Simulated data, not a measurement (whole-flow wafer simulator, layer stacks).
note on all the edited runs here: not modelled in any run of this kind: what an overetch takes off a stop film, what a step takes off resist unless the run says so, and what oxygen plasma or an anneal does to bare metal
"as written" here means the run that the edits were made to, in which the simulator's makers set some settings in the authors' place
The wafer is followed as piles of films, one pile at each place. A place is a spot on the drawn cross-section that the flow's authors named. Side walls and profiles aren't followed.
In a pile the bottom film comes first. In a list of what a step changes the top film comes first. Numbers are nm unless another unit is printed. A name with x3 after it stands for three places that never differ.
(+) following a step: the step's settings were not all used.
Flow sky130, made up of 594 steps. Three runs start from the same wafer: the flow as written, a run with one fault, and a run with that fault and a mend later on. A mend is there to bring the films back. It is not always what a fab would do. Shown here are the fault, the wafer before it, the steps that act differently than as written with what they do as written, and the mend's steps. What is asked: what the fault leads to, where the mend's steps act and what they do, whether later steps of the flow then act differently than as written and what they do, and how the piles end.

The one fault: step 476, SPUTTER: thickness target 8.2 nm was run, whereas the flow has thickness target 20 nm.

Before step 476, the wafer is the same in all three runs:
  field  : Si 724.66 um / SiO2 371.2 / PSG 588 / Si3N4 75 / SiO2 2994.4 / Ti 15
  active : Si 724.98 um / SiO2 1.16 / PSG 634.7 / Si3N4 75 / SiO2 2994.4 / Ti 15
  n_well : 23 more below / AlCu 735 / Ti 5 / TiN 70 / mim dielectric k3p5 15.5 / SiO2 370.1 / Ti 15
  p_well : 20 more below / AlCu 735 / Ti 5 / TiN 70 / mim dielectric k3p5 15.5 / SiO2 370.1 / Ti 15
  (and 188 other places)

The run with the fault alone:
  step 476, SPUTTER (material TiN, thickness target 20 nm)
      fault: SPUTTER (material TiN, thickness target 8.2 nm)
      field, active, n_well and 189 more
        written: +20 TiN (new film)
        fault: +8.2 TiN (new film)
  Steps later in the flow that act otherwise than as written (12 other steps are not shown; they differ only slightly, by no more than 2% or 0.5 nm, whichever is larger):
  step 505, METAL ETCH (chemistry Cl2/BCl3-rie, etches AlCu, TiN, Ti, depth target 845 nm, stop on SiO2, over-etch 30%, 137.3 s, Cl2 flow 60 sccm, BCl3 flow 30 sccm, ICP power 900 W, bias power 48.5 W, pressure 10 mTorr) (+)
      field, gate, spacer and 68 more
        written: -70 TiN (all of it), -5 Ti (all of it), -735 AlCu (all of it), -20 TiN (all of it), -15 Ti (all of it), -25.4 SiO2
        fault: -70 TiN (all of it), -5 Ti (all of it), -735 AlCu (all of it), -8.2 TiN (all of it), -15 Ti (all of it), -26.5 SiO2
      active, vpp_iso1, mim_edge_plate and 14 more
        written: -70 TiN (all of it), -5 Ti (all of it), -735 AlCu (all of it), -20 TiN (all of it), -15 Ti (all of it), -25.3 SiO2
        fault: -70 TiN (all of it), -5 Ti (all of it), -735 AlCu (all of it), -8.2 TiN (all of it), -15 Ti (all of it), -26.5 SiO2
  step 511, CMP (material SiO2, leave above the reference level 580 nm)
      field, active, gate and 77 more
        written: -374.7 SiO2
        fault: -385.3 SiO2
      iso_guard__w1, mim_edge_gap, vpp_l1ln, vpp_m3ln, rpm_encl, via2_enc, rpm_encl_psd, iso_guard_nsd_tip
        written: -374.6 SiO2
        fault: -385.3 SiO2
  By the end, the piles at n_well, p_well, gate_hv and 102 more depart from the flow's by more than 2% or 0.5 nm, whichever is larger.
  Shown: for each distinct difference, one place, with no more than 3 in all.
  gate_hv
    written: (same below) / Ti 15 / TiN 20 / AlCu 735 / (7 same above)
    fault: (same below) / Ti 15 / TiN 8.2 / AlCu 735 / (7 same above)
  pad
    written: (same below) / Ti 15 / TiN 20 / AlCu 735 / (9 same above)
    fault: (same below) / Ti 15 / TiN 8.2 / AlCu 735 / (9 same above)
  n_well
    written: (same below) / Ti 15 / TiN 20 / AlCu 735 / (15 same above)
    fault: (same below) / Ti 15 / TiN 8.2 / AlCu 735 / (15 same above)

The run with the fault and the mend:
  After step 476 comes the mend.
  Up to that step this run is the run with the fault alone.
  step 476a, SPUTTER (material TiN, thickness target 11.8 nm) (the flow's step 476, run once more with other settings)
      field, active, n_well and 189 more
        +11.8 TiN
  None of the later steps of the flow acts differently than as written at any place that is followed.
  The piles end the same as the flow's at every place that both follow.
